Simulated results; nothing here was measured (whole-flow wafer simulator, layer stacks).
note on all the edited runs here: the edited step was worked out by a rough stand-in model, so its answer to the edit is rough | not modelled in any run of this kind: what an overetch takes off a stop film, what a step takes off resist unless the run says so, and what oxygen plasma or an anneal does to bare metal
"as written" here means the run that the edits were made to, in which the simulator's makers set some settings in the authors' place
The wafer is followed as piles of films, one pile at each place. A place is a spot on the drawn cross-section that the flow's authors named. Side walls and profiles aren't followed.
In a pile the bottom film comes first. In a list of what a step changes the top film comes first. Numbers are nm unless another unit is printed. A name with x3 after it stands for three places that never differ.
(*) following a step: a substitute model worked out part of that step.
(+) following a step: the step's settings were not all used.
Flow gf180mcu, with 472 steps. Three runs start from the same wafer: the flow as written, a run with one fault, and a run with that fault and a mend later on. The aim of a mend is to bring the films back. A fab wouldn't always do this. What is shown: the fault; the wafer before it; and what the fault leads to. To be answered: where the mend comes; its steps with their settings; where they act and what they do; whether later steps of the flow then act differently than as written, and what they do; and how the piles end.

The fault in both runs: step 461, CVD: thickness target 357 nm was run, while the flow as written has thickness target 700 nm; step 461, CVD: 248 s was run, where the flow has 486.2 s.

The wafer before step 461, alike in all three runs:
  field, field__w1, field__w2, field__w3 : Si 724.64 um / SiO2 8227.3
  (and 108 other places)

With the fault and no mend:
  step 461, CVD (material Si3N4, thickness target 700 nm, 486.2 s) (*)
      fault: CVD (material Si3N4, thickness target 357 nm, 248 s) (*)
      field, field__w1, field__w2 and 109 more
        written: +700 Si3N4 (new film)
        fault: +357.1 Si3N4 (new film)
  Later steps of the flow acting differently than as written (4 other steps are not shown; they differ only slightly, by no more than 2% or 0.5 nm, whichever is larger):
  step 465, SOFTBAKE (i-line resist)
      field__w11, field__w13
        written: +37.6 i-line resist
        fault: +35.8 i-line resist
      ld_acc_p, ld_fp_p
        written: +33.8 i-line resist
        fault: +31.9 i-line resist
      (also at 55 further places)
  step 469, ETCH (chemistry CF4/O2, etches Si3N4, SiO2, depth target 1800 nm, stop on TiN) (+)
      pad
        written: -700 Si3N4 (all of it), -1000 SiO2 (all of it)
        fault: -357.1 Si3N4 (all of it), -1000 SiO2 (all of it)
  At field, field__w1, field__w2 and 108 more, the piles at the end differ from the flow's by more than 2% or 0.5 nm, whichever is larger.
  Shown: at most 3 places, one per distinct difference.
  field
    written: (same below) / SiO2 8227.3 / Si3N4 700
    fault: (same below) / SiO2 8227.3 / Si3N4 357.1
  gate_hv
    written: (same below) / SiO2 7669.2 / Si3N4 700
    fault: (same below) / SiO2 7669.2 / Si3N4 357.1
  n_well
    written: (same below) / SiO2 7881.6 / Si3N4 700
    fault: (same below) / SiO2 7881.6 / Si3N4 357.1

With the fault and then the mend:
  The mend stands after step 468.
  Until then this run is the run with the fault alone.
  step 468a, STRIP (chemistry O2/N2, power 2160 W, pressure 1700 mTorr) (*)
      iso_ptap_pw, iso_ntap_nw, iso_nw_fld and 33 more
        -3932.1 i-line resist (all of it)
      p_well, sti, spacer, sd_n, mim_1p0, dice_street
        -3938 i-line resist (all of it)
      n_well, sd_p, nw_enc_fld_lv__w3
        -3974.7 i-line resist (all of it)
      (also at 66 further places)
  step 468b, CVD (material Si3N4, thickness target 343 nm, 238.2 s) (*) (a further turn of the flow's step 461, with different settings)
      field, field__w1, field__w2 and 109 more
        +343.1 Si3N4
  step 468c, HMDS (120 C, 60 s) (a further turn of the flow's step 463)
      leaves every film unchanged at each place that is followed
  step 468d, COAT (i-line resist, thickness 4000 nm) (*) (a further turn of the flow's step 464)
      iso_ptap_pw, iso_ntap_nw, iso_nw_fld and 33 more
        +4000 i-line resist (new film)
      field__w9, field__w13, sd_p_hv, gate_p_hv, nplus_u, npoly_u
        +4017 i-line resist (new film)
      p_well, sti, spacer, sd_n, mim_1p0, dice_street
        +4006.3 i-line resist (new film)
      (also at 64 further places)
  step 468e, SOFTBAKE (i-line resist) (a further turn of the flow's step 465)
      ld_acc_p, ld_fp_p, ld_drift_p
        +33.8 i-line resist
      field__w2, field_sub__w4
        +33.4 i-line resist
      field__w11, field__w13
        +37.6 i-line resist
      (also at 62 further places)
  step 468f, EXPOSE (photomask Pad) (a further turn of the flow's step 466)
      leaves every film unchanged at each place that is followed
  step 468g, PEB (i-line resist, 115 C, 93.9 s) (a further turn of the flow's step 467)
      iso_ptap_pw, iso_ntap_nw, iso_nw_fld and 33 more
        -67.9 i-line resist
      field, field__w2, field__w3 and 25 more
        -68.8 i-line resist
      field_sub, field_sub__w1, field_sub__w2 and 23 more
        -68.7 i-line resist
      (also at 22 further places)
  step 468h, DEVELOP (thickness 4000 nm) (*) (a further turn of the flow's step 468)
      field__w5, field__w7, field__w13 and 13 more
        -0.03 i-line resist
      pad
        -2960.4 i-line resist (all of it)
  Every later step of the flow that is run acts as written, at every place that is followed, to within 2% or 0.5 nm, whichever is larger.
  When the end is reached, the piles differ only a little from the flow's at the places that both follow, at most by 2% or 0.5 nm, whichever is larger.
